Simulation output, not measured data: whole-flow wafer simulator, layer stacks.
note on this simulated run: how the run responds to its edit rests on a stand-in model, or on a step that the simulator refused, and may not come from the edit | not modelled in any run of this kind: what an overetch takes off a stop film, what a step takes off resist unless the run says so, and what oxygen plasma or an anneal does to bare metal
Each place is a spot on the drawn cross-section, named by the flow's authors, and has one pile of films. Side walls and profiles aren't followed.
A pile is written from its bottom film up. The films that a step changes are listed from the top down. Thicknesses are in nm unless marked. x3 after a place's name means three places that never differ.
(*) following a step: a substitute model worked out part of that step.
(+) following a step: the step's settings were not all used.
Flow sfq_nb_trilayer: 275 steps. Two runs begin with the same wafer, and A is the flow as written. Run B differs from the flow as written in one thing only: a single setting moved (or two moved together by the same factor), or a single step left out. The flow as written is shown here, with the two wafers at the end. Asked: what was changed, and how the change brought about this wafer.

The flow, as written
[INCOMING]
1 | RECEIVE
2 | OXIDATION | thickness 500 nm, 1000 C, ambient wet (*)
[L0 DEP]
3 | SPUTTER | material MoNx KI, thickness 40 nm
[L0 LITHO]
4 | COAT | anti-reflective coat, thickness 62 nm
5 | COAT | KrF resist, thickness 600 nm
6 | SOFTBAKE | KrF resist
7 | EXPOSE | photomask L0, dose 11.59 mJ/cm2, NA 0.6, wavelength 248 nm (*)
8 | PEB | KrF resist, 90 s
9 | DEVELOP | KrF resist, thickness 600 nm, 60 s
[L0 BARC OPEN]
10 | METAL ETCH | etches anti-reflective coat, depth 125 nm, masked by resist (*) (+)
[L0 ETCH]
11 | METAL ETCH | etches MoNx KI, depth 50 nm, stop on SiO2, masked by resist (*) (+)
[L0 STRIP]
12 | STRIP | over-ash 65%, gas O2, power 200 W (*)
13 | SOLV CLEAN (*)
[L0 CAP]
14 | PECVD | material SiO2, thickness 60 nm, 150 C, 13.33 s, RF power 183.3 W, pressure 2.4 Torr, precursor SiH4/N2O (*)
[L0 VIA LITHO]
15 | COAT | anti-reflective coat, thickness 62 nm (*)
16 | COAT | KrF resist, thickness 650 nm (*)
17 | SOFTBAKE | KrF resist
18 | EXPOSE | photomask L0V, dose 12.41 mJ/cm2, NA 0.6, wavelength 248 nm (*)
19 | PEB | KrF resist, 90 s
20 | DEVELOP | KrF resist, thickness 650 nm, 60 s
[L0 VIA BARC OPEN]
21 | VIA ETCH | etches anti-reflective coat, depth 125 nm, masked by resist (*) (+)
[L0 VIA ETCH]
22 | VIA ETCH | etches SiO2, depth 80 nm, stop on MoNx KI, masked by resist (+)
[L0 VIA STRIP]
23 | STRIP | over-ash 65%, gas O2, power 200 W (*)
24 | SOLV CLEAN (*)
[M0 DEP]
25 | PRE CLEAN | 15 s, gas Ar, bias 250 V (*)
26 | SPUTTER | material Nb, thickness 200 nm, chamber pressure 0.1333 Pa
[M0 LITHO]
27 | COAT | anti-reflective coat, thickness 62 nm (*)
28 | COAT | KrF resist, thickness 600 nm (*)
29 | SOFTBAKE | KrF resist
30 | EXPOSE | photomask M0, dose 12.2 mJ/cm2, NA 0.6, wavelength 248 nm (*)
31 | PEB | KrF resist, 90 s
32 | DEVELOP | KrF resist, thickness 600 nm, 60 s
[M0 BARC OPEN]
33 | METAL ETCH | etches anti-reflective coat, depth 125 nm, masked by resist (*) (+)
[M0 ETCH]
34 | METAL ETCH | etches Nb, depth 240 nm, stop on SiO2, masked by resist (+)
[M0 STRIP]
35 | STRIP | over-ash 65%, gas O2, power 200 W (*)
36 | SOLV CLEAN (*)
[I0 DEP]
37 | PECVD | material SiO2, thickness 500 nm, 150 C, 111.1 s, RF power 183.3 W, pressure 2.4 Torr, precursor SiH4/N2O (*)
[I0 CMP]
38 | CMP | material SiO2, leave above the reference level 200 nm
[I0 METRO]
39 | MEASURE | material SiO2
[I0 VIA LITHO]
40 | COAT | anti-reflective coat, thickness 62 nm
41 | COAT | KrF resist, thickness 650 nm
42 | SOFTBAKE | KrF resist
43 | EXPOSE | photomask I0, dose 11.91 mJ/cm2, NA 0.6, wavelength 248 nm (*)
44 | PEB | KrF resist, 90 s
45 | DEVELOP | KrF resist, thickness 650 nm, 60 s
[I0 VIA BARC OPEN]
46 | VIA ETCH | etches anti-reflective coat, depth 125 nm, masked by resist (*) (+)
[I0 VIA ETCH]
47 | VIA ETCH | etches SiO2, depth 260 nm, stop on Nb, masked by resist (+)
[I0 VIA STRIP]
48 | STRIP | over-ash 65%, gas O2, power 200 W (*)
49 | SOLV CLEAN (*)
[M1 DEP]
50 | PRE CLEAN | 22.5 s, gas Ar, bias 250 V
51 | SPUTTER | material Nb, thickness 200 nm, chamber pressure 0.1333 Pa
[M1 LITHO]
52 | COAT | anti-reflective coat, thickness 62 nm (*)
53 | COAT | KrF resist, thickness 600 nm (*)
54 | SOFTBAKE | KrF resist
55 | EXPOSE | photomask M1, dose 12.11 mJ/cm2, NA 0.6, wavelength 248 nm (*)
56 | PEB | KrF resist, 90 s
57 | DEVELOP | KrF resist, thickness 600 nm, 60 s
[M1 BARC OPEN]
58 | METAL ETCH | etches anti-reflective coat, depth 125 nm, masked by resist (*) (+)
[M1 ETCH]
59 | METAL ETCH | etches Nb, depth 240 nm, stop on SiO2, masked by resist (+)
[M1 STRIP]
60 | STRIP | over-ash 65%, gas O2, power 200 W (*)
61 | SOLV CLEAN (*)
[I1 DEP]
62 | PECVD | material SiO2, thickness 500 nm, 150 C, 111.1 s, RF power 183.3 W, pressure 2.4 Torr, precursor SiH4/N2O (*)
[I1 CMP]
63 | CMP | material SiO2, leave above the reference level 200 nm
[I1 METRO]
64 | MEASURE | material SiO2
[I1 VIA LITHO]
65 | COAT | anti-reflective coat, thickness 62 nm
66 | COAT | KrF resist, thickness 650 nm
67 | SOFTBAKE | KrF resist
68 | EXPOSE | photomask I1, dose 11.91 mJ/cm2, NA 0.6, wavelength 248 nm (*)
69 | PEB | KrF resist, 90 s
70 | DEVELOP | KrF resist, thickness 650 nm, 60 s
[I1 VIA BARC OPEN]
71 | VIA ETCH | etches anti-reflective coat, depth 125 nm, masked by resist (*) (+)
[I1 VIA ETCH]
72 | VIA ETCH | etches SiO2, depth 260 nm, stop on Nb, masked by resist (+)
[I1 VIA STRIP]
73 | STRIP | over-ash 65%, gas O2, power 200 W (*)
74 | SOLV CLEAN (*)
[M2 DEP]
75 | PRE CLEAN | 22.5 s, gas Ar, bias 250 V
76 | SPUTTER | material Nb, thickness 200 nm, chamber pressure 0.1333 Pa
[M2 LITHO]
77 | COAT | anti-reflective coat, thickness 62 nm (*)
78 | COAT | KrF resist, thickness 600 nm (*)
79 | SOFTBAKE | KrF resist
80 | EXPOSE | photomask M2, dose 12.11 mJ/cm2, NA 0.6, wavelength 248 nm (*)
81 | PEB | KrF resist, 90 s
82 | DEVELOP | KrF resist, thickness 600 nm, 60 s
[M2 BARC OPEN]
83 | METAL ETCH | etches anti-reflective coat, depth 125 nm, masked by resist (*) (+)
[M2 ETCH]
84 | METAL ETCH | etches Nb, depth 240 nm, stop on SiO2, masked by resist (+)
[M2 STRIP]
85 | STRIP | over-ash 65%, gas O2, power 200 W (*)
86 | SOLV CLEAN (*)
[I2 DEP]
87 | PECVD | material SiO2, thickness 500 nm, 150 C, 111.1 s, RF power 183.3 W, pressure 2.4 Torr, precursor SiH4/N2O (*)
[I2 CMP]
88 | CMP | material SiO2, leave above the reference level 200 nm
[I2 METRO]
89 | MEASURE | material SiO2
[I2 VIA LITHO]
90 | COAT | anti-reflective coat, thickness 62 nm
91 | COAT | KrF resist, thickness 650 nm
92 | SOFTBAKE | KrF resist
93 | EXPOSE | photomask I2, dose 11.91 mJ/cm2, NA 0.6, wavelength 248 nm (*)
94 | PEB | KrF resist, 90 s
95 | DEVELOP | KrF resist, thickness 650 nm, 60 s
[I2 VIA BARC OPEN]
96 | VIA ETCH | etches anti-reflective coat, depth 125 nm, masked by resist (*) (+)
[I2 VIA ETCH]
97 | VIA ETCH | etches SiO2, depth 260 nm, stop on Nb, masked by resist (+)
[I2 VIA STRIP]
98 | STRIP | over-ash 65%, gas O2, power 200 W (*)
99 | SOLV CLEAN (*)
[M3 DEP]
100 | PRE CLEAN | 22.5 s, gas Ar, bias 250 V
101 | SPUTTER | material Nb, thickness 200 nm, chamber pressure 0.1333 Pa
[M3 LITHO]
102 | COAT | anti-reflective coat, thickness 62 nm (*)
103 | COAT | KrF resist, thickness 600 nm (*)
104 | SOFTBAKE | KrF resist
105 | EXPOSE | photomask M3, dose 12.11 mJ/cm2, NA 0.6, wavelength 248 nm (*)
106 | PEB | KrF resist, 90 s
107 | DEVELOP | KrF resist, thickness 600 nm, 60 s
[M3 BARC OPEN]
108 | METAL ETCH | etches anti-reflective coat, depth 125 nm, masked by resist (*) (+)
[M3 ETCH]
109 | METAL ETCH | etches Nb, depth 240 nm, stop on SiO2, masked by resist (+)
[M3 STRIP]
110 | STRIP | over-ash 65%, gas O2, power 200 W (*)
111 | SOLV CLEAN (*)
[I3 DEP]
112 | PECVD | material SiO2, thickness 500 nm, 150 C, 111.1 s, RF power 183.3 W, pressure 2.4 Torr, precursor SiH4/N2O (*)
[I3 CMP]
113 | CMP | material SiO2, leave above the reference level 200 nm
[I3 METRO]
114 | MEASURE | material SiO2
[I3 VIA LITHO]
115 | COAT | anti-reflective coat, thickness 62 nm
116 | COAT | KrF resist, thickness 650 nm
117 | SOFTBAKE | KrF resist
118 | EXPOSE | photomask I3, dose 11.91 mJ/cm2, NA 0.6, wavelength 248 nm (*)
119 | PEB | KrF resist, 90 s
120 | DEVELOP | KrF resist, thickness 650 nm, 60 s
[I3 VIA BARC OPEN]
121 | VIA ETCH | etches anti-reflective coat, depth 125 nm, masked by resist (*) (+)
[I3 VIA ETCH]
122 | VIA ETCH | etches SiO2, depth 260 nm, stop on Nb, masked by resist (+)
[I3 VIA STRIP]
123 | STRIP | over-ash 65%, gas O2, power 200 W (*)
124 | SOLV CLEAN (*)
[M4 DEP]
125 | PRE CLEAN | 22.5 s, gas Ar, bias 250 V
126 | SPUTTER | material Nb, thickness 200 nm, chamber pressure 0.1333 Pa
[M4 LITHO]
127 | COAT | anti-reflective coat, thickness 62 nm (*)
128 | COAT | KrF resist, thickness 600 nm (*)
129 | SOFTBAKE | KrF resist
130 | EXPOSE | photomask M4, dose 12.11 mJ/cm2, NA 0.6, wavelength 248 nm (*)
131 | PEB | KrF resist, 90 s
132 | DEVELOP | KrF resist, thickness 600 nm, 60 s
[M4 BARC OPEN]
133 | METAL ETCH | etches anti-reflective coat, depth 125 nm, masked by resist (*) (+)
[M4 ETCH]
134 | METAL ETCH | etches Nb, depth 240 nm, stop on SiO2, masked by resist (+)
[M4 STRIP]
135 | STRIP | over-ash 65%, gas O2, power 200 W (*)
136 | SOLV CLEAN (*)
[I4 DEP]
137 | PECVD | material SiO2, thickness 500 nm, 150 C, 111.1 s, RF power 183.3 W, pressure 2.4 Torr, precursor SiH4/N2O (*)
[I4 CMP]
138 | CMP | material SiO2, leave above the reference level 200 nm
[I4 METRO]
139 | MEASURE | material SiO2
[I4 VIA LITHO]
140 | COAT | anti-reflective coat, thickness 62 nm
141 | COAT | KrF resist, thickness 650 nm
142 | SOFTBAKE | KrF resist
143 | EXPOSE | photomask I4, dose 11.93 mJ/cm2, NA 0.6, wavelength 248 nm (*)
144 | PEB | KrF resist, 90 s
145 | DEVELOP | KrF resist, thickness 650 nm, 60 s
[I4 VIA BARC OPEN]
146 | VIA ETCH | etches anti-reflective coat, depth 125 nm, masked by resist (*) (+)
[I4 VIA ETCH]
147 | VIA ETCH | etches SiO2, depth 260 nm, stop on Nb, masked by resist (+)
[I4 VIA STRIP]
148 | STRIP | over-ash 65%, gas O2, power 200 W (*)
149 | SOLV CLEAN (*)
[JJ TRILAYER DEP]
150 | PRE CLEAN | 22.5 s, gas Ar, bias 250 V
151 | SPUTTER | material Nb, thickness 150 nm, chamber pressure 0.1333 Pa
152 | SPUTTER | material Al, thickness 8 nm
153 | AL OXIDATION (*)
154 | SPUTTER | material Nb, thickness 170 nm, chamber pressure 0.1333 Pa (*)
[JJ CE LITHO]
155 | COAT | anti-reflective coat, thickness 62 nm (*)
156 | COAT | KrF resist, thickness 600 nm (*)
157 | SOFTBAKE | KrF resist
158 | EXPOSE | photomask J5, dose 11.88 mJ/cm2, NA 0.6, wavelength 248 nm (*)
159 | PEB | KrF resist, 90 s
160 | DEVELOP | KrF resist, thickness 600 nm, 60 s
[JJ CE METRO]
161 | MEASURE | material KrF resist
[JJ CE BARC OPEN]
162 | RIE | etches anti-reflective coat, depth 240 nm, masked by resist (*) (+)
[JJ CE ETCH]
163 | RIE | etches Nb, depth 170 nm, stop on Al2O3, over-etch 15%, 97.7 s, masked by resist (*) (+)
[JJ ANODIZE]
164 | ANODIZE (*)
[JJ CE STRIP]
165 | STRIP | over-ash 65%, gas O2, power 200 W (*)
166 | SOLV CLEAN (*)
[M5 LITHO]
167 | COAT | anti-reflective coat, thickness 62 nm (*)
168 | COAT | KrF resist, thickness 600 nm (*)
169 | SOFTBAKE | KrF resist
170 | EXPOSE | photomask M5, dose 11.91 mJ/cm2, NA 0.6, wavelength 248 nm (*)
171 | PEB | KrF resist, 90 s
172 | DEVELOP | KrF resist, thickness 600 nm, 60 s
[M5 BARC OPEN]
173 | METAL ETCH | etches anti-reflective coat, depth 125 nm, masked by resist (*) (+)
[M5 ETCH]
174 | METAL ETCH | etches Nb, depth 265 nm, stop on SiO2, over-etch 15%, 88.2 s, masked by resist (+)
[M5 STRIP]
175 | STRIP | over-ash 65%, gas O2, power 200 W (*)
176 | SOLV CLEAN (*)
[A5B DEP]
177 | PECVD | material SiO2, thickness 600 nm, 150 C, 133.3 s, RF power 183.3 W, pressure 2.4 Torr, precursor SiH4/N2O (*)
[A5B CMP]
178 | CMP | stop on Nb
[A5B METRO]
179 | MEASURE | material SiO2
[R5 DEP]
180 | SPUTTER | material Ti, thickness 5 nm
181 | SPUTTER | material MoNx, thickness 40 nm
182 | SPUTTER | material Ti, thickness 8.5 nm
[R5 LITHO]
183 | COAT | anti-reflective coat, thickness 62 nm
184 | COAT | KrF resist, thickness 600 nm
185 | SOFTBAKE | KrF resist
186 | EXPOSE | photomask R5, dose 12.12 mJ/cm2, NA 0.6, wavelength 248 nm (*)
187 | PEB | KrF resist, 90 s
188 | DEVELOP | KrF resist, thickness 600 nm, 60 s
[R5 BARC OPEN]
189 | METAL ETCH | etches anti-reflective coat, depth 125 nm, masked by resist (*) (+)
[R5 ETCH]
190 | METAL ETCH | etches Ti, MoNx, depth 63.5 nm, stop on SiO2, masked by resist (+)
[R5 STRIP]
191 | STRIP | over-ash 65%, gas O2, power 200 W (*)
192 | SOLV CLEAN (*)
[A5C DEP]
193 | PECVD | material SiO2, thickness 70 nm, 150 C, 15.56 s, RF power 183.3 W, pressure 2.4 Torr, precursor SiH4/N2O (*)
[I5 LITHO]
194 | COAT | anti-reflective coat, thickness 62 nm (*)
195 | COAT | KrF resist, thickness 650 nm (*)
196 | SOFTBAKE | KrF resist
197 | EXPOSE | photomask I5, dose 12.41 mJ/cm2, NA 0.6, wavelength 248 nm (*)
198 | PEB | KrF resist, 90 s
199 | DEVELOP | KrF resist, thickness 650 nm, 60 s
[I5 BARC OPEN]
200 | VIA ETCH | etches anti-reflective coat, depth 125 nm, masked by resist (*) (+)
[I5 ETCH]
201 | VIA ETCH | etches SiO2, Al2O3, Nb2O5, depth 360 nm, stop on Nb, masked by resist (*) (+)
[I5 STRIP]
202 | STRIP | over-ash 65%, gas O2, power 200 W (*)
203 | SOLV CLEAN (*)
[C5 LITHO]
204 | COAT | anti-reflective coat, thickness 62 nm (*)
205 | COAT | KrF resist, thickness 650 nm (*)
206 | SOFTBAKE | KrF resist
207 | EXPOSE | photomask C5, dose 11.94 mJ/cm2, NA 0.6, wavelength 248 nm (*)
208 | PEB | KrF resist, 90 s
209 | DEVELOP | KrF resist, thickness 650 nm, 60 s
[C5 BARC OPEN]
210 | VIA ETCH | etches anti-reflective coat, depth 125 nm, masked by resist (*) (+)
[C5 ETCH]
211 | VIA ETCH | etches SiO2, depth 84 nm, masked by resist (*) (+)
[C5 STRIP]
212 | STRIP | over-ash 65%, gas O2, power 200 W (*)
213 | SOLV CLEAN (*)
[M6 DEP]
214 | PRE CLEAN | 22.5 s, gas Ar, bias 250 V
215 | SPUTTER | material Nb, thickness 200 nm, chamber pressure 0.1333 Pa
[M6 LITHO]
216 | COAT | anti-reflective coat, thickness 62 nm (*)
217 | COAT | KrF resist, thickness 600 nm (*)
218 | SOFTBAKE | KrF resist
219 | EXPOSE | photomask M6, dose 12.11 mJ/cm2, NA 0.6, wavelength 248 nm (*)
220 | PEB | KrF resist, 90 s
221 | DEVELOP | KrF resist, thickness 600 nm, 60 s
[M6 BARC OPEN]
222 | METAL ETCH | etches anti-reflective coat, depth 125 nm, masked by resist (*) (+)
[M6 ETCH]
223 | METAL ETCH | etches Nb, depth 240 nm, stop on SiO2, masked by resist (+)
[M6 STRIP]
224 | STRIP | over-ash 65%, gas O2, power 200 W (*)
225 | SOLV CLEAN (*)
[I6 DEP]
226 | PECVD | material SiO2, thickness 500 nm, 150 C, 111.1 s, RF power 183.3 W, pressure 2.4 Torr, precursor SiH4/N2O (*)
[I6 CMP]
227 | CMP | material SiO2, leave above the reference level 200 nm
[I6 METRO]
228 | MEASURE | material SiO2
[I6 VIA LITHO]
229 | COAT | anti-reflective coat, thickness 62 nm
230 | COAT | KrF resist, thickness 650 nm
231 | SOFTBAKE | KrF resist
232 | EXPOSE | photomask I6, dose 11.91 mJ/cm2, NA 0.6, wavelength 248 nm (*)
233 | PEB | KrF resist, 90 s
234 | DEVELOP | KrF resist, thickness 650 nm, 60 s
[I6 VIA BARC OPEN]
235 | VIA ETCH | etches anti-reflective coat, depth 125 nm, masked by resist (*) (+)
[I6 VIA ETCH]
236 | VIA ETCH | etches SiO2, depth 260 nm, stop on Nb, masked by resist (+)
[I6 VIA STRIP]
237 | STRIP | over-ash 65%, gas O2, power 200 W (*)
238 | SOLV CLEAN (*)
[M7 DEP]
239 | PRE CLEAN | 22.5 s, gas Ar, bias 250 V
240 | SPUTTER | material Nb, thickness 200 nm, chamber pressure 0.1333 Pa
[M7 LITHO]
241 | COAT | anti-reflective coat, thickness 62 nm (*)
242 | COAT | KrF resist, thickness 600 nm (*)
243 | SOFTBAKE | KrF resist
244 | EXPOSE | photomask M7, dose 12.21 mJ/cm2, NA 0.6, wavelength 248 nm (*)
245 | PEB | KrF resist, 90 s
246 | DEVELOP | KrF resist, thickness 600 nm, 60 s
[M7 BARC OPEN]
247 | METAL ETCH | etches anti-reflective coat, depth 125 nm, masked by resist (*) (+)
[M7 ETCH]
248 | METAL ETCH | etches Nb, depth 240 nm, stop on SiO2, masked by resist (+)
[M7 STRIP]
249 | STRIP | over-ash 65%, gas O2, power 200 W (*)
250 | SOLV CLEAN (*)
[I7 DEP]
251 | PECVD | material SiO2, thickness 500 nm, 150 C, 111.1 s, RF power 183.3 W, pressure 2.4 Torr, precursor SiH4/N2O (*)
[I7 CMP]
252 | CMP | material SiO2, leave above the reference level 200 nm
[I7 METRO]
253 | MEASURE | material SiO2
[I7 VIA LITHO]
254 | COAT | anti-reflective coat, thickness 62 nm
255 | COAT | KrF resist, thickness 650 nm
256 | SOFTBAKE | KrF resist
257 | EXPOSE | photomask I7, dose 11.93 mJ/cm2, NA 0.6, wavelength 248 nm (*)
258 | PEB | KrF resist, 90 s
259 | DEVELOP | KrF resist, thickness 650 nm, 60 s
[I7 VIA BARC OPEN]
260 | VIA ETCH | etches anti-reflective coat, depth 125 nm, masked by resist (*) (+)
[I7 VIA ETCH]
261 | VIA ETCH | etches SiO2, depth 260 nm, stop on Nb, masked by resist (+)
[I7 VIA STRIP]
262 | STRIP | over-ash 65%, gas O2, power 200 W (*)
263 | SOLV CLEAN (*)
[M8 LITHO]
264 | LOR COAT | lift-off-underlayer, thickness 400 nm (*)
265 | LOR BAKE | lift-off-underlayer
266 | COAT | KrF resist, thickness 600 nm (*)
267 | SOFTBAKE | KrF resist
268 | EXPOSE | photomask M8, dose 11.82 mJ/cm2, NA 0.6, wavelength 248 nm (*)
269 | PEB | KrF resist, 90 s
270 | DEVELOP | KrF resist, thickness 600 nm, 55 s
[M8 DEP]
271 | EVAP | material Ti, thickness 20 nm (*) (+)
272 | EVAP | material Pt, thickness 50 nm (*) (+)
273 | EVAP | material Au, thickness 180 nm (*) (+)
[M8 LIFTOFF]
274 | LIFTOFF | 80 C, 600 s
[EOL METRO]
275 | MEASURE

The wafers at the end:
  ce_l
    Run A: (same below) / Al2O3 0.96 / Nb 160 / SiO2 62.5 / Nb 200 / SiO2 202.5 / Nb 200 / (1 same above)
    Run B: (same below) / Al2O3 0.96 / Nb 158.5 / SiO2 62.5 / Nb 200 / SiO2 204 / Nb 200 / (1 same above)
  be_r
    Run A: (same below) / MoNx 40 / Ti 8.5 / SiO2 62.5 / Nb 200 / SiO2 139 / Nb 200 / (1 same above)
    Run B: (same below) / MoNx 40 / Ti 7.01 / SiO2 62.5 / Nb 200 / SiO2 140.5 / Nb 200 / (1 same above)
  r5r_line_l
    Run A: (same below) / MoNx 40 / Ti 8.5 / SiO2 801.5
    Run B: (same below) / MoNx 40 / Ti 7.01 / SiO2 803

What caused this: step 182, SPUTTER: thickness 7.01 nm was run, though the flow has thickness 8.5 nm.
One can read it off the wafer: be_r has Ti 7.01, and step 182 as written asks for 8.5 nm.

Step by step, how the change led to this:
  182 | SPUTTER | material Ti, thickness 8.5 nm
      field_l, v_sur, via_wl and 103 more: A +8.5 Ti (new film) | B +7.01 Ti (new film)
  190 | METAL ETCH | etches Ti, MoNx, depth 63.5 nm, stop on SiO2, masked by resist (+)
      field_l, v_sur, via_wl and 92 more: A -8.5 Ti (all of it), -40 MoNx (all of it), -5 Ti (all of it) | B -7.01 Ti (all of it), -40 MoNx (all of it), -5 Ti (all of it)
      ce_l, c5j, ce_r, wl_jj: A -8.5 Ti (all of it), -40 MoNx (all of it), -5 Ti (all of it), -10 Nb | B -7.01 Ti (all of it), -40 MoNx (all of it), -5 Ti (all of it), -11.5 Nb
